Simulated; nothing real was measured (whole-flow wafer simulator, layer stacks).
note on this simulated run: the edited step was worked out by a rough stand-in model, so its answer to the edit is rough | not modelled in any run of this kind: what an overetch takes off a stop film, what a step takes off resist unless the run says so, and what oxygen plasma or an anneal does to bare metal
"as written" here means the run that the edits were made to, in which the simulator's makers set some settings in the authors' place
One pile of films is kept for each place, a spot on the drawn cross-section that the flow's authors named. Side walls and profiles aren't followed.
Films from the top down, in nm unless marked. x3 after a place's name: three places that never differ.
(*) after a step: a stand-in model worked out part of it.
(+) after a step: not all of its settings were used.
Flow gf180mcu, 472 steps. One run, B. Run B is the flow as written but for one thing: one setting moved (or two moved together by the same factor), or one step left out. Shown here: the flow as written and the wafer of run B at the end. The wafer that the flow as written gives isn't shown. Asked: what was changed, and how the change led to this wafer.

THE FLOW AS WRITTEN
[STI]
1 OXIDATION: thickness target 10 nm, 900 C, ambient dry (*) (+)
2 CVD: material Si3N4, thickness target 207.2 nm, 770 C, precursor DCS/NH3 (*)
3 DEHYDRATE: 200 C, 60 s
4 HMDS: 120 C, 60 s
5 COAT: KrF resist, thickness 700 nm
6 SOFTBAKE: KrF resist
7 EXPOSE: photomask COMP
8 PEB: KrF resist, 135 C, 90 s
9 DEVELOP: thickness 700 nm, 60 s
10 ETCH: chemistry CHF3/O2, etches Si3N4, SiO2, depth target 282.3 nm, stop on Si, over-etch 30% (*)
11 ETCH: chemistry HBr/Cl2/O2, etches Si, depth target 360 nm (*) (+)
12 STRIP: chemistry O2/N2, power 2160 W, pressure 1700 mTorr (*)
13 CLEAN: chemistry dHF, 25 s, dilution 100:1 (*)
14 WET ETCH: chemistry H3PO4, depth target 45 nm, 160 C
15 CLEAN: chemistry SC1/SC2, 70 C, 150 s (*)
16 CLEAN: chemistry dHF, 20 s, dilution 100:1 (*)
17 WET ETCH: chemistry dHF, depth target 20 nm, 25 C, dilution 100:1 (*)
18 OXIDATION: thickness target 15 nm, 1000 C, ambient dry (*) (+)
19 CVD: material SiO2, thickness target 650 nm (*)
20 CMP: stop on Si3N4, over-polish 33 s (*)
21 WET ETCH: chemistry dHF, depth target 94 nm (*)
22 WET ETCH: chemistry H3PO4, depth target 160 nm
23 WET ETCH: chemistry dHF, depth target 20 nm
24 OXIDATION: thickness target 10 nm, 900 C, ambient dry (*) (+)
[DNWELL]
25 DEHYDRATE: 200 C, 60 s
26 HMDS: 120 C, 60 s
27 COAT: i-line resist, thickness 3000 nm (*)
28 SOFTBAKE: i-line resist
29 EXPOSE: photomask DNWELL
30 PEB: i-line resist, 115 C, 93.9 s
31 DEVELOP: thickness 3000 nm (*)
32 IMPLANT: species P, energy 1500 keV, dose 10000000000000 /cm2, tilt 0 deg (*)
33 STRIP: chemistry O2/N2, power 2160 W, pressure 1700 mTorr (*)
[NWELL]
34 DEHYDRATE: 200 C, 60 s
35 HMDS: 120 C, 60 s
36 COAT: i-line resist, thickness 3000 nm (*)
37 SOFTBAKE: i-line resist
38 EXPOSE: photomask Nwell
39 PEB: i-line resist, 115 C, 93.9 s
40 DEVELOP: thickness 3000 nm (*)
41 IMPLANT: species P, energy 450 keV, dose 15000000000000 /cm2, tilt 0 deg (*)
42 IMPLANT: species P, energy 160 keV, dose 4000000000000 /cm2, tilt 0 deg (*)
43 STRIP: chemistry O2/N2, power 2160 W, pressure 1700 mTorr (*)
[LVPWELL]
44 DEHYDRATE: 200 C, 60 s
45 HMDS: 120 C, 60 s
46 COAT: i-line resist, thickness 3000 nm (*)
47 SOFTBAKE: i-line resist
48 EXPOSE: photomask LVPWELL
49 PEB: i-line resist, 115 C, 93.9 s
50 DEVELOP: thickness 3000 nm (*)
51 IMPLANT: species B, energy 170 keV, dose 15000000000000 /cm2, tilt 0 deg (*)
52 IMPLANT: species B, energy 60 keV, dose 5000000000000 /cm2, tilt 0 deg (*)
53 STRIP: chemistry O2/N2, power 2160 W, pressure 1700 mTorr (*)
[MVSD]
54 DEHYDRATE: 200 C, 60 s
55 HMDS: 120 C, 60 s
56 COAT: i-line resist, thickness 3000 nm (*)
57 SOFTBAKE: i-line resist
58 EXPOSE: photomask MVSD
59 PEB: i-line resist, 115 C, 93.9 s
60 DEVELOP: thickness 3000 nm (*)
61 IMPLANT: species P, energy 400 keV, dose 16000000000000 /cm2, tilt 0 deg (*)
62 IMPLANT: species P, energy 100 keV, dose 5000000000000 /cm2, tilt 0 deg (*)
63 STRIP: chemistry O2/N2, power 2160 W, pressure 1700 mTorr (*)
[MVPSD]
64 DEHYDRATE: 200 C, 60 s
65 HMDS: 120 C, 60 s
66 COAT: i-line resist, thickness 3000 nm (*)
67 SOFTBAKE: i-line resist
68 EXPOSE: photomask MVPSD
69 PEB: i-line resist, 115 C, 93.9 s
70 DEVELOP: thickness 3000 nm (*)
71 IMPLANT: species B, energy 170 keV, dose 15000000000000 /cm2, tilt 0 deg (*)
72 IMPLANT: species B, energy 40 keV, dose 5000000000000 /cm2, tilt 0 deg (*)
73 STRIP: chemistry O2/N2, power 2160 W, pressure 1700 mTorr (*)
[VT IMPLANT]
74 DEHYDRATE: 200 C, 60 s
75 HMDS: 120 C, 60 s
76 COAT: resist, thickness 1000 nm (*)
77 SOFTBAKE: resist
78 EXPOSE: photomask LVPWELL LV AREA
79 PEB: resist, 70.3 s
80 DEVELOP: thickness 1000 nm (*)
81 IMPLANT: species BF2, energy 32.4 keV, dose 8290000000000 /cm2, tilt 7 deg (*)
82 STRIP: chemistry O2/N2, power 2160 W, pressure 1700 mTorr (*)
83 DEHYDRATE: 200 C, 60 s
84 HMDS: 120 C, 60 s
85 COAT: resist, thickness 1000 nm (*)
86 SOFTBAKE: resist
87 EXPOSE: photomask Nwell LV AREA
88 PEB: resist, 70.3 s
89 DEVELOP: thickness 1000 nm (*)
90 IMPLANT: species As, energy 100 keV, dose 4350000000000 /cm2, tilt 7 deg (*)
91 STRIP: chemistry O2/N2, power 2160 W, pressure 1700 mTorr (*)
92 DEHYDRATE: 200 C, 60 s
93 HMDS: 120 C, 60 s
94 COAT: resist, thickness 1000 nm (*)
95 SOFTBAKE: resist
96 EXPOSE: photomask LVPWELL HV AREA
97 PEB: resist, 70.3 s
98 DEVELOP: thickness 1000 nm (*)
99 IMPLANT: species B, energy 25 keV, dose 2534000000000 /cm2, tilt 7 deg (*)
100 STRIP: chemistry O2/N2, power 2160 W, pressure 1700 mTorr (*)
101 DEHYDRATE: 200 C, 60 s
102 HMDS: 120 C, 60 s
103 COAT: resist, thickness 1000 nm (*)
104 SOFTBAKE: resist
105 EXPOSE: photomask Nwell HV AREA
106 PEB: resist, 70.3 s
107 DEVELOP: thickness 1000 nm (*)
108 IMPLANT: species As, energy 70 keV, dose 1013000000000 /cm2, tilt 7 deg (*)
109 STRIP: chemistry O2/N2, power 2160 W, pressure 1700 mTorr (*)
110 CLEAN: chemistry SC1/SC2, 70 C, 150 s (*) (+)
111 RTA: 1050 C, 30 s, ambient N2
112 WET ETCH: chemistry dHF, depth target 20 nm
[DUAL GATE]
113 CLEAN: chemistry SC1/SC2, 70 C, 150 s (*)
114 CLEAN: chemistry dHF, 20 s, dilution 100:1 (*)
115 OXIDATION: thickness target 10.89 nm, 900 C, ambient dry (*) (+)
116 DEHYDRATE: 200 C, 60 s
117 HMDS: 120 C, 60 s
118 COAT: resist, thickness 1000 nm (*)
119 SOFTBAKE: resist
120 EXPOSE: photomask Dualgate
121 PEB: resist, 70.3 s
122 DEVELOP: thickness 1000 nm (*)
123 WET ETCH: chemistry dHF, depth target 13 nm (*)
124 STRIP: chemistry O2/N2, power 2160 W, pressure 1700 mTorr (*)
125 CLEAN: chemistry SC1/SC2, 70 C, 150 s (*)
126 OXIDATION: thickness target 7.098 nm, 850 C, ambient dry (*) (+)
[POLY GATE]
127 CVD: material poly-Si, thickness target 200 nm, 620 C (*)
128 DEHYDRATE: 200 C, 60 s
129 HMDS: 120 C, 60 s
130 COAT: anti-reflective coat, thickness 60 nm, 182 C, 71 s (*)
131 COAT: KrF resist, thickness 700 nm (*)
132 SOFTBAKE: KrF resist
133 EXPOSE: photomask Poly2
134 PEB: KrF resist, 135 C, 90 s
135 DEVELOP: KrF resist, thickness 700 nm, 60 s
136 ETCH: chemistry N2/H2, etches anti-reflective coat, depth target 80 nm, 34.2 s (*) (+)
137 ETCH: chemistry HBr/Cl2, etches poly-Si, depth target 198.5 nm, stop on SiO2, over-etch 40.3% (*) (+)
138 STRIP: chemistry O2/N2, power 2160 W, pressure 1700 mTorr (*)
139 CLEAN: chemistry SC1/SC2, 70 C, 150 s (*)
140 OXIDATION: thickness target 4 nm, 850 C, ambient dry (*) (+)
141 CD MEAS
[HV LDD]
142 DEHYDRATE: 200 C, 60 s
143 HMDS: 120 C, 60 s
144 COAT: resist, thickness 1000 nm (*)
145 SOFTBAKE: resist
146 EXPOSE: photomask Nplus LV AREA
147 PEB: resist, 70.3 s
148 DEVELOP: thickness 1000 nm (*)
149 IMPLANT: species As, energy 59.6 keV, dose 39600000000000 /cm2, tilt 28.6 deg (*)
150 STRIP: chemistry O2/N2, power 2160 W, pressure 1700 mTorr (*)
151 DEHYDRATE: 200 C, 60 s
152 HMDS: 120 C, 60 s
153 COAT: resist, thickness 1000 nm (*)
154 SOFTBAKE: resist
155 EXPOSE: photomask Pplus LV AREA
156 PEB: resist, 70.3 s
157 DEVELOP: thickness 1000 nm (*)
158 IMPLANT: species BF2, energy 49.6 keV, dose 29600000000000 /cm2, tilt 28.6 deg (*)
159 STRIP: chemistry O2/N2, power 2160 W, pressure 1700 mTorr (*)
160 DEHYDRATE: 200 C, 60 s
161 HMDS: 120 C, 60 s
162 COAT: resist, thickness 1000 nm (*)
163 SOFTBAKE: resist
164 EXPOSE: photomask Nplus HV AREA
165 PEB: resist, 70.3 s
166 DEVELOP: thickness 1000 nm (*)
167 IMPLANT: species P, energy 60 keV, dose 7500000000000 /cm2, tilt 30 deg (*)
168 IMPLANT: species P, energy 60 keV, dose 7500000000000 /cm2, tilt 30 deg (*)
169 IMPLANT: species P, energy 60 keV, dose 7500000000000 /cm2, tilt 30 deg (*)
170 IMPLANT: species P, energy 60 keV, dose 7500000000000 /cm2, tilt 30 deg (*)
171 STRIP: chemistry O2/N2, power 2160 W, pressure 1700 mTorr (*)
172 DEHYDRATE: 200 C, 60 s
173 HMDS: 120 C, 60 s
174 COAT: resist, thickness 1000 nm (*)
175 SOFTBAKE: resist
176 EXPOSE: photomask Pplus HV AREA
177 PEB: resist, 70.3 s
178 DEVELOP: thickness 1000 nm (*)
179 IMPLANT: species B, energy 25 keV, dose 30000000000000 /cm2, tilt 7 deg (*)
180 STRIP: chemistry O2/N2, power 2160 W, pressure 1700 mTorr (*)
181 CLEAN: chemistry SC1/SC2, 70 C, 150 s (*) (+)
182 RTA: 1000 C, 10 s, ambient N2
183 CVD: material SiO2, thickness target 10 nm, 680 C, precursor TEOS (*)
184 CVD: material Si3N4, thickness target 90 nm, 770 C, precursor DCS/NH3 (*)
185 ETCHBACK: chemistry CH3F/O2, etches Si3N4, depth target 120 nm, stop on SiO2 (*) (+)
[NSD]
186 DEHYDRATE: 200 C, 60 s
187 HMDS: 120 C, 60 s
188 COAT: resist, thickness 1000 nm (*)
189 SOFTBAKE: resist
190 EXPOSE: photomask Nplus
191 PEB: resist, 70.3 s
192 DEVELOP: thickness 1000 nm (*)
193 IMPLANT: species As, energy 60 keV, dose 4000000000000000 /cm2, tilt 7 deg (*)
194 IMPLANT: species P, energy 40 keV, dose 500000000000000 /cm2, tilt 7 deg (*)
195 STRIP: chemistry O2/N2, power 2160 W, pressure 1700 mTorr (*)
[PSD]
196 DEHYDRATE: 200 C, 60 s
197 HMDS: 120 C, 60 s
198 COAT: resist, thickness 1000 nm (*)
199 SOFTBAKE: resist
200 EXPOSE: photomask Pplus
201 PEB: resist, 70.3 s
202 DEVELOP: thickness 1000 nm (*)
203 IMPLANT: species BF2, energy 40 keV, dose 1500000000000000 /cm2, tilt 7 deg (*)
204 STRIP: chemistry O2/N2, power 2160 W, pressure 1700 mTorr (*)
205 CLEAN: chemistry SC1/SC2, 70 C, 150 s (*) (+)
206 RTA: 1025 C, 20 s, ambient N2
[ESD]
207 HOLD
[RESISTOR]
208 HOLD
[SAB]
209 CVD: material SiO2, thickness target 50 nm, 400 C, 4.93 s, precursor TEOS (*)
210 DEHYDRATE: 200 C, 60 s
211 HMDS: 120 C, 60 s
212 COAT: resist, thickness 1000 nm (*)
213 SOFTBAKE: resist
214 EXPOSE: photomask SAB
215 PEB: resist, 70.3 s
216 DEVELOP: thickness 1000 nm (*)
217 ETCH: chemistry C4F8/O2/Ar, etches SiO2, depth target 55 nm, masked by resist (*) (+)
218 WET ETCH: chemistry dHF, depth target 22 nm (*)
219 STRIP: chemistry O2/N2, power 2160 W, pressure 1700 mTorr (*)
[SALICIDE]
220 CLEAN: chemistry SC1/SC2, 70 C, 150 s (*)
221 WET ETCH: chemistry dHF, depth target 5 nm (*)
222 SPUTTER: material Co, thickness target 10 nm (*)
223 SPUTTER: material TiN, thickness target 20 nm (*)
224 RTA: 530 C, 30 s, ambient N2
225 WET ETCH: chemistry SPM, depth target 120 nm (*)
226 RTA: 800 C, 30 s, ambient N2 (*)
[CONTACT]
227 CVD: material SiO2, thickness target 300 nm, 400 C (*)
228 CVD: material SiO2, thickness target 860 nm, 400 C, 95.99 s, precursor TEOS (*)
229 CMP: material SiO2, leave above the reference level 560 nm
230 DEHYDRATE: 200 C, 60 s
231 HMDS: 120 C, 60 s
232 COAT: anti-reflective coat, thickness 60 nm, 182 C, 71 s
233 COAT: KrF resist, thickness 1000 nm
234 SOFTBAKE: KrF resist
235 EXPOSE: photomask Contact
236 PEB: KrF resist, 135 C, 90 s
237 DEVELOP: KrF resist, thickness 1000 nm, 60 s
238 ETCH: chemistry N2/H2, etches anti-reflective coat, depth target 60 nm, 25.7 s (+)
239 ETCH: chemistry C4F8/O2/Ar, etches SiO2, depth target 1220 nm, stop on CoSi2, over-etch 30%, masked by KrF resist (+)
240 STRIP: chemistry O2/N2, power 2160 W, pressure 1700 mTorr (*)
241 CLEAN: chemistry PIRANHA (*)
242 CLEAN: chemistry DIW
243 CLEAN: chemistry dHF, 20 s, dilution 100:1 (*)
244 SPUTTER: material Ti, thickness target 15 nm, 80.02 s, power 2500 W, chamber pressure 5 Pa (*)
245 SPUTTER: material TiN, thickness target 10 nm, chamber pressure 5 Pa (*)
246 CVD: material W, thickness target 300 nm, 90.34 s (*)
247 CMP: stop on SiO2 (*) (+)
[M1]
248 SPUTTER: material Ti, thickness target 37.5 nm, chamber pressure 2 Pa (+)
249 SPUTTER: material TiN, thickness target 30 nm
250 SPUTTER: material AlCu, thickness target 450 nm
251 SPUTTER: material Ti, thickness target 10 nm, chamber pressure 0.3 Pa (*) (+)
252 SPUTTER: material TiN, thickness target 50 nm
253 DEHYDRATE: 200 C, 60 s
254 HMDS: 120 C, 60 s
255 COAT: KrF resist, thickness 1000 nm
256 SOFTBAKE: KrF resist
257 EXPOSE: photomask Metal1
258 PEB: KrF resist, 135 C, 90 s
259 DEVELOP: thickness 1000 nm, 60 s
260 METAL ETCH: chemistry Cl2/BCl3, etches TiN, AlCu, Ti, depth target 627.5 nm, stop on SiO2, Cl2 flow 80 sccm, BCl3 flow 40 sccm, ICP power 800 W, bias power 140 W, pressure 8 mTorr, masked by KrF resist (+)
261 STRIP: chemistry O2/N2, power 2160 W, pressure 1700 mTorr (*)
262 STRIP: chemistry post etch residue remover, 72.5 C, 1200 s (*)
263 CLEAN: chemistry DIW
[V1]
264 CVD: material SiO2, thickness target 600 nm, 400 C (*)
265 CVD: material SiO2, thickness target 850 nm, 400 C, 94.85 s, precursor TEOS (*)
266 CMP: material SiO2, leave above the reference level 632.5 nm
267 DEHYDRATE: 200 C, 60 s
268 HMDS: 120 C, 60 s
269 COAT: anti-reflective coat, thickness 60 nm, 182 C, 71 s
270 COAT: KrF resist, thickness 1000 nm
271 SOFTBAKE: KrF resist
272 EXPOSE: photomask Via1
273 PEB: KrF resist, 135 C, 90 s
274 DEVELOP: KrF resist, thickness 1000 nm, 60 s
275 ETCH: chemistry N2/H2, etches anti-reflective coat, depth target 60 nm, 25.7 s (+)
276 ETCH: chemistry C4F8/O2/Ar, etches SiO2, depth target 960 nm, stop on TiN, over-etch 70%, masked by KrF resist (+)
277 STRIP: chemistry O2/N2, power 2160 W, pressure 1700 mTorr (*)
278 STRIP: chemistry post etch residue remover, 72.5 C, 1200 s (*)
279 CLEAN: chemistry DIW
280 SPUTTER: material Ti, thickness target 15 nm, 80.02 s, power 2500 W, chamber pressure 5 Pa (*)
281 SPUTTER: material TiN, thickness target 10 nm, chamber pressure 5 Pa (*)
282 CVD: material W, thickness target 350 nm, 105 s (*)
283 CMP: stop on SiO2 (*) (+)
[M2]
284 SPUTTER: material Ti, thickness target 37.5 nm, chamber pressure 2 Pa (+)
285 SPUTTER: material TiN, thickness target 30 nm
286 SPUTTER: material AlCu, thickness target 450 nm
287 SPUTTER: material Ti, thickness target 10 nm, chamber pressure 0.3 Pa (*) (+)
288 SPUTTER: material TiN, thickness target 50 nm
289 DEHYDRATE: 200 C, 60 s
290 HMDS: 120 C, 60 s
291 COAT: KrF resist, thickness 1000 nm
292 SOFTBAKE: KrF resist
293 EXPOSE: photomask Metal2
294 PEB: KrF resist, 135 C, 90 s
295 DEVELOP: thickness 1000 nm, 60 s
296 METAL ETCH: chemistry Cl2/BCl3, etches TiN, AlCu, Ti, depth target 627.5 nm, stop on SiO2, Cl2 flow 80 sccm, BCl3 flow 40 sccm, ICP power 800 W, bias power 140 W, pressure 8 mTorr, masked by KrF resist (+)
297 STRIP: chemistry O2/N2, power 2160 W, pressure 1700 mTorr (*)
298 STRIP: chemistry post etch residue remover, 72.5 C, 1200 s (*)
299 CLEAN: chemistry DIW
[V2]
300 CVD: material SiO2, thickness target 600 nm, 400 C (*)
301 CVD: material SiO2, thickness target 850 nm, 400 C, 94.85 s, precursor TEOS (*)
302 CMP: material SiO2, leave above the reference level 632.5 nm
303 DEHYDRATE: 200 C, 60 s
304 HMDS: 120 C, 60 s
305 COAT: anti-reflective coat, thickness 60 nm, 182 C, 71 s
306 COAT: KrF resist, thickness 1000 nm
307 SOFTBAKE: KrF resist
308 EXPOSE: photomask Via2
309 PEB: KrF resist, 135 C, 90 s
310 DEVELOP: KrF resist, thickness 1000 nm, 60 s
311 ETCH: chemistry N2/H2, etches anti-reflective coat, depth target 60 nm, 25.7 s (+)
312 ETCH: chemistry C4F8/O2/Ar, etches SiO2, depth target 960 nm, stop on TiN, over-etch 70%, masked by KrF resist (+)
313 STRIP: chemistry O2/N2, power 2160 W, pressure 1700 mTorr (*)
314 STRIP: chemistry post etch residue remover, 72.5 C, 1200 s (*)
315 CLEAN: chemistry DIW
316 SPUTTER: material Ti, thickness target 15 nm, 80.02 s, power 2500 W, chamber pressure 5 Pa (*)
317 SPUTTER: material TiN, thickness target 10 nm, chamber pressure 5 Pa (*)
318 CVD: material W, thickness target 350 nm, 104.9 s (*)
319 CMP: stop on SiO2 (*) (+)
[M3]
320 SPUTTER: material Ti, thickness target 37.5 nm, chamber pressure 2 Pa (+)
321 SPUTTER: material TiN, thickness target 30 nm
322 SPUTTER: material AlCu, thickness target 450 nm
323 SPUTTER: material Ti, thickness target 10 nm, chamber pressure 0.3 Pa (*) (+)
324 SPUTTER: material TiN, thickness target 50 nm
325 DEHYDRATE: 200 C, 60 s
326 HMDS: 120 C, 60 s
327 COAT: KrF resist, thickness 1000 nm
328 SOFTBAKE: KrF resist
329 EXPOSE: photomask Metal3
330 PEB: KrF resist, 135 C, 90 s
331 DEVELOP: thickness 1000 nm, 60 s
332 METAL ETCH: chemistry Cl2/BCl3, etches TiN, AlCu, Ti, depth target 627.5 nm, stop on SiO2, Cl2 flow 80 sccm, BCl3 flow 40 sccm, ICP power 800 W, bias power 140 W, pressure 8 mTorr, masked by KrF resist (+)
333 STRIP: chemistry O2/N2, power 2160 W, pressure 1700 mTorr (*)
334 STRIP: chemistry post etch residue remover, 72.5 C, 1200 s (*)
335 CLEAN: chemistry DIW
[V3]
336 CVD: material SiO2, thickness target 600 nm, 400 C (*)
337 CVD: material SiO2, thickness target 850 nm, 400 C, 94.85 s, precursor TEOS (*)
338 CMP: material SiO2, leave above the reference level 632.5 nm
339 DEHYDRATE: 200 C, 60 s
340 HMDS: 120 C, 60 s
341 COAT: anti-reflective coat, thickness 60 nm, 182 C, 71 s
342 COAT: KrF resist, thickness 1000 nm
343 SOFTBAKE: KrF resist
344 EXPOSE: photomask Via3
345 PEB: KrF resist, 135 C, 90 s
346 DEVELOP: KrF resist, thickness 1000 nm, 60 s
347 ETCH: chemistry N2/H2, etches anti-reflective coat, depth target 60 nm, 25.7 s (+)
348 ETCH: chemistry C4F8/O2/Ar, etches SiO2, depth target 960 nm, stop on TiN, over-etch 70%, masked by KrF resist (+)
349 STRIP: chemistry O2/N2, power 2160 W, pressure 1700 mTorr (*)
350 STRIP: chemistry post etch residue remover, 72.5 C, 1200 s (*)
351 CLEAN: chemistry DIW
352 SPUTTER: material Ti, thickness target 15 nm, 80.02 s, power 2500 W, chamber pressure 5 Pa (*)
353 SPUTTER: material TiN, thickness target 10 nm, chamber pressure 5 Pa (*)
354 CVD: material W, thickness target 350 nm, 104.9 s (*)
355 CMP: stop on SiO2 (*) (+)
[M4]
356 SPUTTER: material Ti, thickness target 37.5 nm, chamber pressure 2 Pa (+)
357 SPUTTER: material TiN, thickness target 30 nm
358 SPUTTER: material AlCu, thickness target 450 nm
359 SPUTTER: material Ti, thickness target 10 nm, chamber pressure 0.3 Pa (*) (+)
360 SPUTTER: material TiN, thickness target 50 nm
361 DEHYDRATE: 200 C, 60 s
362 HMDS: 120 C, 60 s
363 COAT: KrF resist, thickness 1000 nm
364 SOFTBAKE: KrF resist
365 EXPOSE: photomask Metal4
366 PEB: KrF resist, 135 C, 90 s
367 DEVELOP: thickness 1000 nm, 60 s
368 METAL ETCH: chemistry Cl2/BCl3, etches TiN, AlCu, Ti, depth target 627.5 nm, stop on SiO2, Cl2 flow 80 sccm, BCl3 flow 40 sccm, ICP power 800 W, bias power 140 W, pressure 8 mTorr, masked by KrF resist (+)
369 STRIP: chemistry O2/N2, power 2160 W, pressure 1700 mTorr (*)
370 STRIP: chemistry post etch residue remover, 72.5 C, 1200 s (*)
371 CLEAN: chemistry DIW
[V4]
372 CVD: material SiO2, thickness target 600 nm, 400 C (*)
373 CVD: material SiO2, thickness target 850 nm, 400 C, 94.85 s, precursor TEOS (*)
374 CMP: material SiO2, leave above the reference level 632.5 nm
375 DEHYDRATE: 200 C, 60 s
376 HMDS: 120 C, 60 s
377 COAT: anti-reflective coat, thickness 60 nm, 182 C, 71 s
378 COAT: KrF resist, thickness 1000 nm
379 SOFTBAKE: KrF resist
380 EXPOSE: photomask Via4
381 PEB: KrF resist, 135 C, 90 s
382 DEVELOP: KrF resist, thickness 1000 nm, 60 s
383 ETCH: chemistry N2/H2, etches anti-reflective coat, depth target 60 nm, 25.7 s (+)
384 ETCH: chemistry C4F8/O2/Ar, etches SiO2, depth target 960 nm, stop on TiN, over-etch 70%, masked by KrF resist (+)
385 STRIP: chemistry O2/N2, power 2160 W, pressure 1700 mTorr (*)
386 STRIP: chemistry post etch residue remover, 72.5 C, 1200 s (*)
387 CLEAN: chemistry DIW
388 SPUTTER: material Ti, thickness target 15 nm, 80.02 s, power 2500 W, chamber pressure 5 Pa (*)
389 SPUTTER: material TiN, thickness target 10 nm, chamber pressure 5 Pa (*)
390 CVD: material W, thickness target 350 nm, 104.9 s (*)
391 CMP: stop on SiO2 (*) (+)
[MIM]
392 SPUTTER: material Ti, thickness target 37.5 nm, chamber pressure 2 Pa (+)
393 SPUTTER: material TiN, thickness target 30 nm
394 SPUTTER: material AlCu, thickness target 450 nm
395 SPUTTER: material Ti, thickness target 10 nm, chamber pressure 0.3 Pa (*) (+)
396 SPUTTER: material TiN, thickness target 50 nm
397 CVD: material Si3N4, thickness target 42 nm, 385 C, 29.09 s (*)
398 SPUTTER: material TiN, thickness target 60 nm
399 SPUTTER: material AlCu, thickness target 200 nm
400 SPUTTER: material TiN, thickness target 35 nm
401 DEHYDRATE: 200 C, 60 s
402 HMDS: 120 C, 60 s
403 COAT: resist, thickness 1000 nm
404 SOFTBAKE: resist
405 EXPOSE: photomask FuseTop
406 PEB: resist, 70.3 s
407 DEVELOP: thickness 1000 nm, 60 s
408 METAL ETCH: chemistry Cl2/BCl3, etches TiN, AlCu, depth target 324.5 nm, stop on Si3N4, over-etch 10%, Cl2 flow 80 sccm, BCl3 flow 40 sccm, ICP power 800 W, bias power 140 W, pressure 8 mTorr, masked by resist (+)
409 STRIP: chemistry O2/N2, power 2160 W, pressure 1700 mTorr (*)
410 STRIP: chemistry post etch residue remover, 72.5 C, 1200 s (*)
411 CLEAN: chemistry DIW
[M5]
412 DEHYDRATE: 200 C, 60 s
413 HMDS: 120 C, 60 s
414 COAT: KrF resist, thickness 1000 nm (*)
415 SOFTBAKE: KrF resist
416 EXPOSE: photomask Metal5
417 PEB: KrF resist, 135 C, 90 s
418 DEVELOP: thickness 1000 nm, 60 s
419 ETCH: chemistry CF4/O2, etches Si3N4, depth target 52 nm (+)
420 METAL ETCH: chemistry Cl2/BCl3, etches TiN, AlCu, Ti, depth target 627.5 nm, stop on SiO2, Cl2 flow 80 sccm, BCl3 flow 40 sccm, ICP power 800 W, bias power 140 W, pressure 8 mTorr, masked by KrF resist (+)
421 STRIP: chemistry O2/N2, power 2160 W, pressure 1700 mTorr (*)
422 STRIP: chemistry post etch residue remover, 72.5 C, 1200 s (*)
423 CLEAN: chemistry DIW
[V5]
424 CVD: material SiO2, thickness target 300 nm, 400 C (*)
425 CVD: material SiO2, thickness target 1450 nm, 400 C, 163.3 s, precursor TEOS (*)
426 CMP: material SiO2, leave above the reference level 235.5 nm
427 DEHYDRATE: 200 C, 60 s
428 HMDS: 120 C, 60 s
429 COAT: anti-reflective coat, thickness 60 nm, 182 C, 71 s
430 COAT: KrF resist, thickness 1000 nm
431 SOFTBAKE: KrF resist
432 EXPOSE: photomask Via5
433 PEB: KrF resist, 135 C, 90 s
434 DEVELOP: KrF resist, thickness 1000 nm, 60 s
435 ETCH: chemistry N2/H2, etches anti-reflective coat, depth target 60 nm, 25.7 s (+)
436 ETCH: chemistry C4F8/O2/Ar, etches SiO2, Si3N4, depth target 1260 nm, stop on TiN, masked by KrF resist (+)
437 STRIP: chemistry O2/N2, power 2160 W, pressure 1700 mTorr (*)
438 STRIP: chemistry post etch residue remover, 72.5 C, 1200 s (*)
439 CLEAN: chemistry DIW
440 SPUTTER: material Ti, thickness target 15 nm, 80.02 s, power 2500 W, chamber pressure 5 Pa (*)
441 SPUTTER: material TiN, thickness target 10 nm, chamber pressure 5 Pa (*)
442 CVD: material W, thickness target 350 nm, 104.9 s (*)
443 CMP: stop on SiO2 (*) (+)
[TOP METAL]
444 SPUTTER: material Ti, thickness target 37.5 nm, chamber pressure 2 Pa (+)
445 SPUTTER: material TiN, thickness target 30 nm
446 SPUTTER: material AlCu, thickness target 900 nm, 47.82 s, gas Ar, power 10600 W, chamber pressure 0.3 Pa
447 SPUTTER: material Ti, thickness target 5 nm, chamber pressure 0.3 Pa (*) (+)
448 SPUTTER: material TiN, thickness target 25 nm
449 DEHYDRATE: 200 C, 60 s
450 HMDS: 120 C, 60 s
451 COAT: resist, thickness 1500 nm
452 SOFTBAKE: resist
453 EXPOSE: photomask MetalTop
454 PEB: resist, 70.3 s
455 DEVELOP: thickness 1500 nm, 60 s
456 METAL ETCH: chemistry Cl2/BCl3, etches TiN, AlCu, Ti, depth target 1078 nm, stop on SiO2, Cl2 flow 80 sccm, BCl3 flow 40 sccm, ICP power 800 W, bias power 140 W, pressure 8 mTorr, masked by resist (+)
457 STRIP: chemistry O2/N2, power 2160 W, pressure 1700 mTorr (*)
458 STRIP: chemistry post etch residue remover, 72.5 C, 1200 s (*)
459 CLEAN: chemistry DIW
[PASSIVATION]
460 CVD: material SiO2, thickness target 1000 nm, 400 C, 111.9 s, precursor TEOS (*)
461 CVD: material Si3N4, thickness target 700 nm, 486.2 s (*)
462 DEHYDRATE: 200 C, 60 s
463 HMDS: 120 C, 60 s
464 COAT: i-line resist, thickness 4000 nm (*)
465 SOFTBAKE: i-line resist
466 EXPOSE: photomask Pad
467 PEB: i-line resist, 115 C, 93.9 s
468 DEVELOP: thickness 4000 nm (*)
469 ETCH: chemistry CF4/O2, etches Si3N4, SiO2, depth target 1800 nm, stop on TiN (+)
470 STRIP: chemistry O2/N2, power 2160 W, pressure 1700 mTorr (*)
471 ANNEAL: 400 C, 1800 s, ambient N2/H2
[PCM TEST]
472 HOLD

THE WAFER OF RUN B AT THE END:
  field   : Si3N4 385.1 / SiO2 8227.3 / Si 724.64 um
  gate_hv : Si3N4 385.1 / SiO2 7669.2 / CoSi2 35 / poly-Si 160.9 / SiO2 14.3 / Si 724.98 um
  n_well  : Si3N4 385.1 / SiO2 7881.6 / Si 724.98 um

The cause: step 461, CVD: thickness target 385 nm was run, where the flow has thickness target 700 nm; step 461, CVD: 267.4 s was run, where the flow has 486.2 s.

How the change led to this, step by step:
  461 CVD: material Si3N4, thickness target 700 nm, 486.2 s (*)
      field, field__w1, field__w2 and 109 more: Si3N4 +385.1 (new film) (as written it would be: Si3N4 +700 (new film))
  465 SOFTBAKE: i-line resist
      field__w11, field__w13: i-line resist +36 (as written it would be: i-line resist +37.6)
      ld_acc_p, ld_fp_p: i-line resist +32.1 (as written it would be: i-line resist +33.8)
      (and at 55 more places)
  469 ETCH: chemistry CF4/O2, etches Si3N4, SiO2, depth target 1800 nm, stop on TiN (+)
      pad: Si3N4 -385.1 (all of it), SiO2 -1000 (all of it) (as written it would be: Si3N4 -700 (all of it), SiO2 -1000 (all of it))
